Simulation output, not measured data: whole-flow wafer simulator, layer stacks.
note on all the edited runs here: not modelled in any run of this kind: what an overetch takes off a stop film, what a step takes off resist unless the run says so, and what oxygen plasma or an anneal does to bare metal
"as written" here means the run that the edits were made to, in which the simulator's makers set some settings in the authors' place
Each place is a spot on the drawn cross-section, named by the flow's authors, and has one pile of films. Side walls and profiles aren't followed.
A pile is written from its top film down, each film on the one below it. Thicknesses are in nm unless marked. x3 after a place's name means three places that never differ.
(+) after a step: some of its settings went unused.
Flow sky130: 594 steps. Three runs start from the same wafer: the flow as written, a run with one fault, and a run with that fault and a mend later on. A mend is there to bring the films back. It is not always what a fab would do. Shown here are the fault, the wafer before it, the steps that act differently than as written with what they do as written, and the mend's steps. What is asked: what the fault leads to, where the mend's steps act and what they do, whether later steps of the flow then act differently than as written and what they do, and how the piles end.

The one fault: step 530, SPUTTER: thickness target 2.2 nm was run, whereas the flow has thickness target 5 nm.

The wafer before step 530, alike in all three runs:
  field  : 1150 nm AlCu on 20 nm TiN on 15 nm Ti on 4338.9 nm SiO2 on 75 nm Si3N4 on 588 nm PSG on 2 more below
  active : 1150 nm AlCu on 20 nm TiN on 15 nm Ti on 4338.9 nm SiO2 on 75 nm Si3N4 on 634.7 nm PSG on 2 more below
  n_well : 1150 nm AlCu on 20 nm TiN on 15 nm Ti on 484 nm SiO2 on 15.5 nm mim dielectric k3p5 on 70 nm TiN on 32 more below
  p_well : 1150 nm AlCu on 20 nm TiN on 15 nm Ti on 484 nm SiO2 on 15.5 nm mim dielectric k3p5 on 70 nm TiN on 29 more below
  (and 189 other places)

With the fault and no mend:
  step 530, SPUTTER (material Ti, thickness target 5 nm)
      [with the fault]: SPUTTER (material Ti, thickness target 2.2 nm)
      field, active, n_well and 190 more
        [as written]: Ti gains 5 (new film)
        [with the fault]: Ti gains 2.2 (new film)
  Later steps of the flow acting differently than as written (21 other steps are not shown; they differ only slightly, by no more than 2% or 0.5 nm, whichever is larger):
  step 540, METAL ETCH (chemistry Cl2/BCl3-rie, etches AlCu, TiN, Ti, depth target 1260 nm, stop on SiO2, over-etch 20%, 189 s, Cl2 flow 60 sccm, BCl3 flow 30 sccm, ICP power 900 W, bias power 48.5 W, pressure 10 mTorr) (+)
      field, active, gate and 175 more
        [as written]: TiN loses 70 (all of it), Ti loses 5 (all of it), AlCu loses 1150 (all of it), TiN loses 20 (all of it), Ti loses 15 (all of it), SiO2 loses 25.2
        [with the fault]: TiN loses 70 (all of it), Ti loses 2.2 (all of it), AlCu loses 1150 (all of it), TiN loses 20 (all of it), Ti loses 15 (all of it), SiO2 loses 25.5
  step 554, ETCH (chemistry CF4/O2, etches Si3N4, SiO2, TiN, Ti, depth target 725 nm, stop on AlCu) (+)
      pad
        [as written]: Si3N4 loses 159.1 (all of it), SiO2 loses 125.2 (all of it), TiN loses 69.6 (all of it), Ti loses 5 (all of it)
        [with the fault]: Si3N4 loses 159.1 (all of it), SiO2 loses 125.2 (all of it), TiN loses 69.6 (all of it), Ti loses 2.2 (all of it)
  By the end, the piles at n_well, p_well, sd_n and 11 more depart from the flow's by more than 2% or 0.5 nm, whichever is larger.
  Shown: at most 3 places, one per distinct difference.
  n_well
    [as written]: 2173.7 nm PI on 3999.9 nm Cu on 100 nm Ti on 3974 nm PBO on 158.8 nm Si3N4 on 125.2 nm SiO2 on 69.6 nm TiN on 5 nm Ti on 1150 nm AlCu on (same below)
    [with the fault]: 2174 nm PI on 3999.9 nm Cu on 100 nm Ti on 3976 nm PBO on 158.8 nm Si3N4 on 125.2 nm SiO2 on 69.6 nm TiN on 2.2 nm Ti on 1150 nm AlCu on (same below)
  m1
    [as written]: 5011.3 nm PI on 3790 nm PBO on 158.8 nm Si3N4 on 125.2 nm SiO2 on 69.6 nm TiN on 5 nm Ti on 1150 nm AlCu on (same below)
    [with the fault]: 5011.4 nm PI on 3792.3 nm PBO on 158.8 nm Si3N4 on 125.2 nm SiO2 on 69.6 nm TiN on 2.2 nm Ti on 1150 nm AlCu on (same below)
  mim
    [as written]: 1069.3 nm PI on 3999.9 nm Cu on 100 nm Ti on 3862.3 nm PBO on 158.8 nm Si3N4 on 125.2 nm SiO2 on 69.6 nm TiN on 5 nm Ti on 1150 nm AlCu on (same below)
    [with the fault]: 1069.6 nm PI on 3999.9 nm Cu on 100 nm Ti on 3864.5 nm PBO on 158.8 nm Si3N4 on 125.2 nm SiO2 on 69.6 nm TiN on 2.2 nm Ti on 1150 nm AlCu on (same below)

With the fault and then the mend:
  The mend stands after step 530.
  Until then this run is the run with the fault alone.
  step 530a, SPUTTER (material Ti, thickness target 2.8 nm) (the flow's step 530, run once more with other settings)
      field, active, n_well and 190 more
        Ti gains 2.8
  Later steps of the flow that are run all act as written at every place that is followed.
  At every place that both follow, the piles at the end match the flow's.
